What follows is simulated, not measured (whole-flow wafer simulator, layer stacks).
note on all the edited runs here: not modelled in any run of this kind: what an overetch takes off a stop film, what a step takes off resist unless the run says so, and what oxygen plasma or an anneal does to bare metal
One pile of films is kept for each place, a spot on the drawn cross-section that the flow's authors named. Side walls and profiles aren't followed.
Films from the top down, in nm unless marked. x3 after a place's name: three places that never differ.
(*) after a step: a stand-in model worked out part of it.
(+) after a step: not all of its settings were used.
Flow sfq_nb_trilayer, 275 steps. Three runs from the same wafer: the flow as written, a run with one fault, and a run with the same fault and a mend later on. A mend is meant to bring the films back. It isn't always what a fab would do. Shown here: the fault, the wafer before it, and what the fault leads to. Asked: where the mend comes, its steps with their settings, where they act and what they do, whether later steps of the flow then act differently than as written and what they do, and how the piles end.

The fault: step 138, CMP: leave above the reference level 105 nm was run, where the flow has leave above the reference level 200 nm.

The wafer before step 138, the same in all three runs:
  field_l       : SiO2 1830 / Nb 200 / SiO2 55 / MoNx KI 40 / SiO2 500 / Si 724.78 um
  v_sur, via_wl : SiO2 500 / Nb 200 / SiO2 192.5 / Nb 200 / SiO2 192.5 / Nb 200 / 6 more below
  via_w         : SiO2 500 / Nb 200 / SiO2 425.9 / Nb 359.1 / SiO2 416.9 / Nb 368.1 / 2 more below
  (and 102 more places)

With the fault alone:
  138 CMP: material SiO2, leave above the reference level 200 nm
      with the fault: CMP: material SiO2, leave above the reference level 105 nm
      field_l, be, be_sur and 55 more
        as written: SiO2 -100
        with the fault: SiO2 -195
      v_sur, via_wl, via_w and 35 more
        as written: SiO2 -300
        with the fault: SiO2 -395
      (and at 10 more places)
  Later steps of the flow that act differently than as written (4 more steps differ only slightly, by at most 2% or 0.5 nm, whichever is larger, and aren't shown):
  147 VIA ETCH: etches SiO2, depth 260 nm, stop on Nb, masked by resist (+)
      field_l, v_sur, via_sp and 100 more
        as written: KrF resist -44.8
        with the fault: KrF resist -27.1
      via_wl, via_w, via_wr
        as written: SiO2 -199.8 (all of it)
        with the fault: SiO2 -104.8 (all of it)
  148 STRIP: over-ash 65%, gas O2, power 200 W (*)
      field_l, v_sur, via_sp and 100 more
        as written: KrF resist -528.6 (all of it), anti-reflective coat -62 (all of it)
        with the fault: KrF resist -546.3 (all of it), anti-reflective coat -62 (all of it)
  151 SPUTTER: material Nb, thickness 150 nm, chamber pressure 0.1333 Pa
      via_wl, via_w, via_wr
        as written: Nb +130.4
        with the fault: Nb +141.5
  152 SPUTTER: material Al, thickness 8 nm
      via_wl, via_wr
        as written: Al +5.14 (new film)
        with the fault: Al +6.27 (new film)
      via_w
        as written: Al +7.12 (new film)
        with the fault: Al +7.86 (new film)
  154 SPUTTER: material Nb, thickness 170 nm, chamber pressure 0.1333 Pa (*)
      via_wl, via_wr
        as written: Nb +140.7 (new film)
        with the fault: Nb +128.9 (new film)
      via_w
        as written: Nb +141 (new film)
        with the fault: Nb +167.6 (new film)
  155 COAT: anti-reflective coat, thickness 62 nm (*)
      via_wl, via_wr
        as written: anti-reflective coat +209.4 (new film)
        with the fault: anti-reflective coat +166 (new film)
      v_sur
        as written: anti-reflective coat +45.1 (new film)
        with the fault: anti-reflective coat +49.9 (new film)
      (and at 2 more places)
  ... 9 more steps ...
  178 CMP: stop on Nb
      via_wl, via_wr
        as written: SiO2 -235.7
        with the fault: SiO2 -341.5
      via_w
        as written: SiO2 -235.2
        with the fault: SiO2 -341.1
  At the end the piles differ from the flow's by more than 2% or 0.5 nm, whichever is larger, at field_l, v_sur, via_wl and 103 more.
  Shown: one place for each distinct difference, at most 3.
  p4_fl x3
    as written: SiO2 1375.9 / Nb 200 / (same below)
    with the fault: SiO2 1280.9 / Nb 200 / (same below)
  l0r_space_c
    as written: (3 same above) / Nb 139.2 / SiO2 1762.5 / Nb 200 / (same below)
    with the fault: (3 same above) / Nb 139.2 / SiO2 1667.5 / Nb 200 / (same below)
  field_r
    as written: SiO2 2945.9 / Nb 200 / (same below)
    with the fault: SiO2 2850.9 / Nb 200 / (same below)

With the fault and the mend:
  The mend comes after step 139.
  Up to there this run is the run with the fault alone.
  139a PECVD: material SiO2, thickness 95 nm, 150 C, 21.11 s, RF power 183.3 W, pressure 2.4 Torr, precursor SiH4/N2O (the flow's step 137 once more, with other settings)
      field_l, v_sur, via_wl and 103 more
        SiO2 +95
  No later step of the flow acts differently than as written, at any place that is followed, by more than 2% or 0.5 nm, whichever is larger.
  At the end the piles are the same as the flow's at every place that both follow.
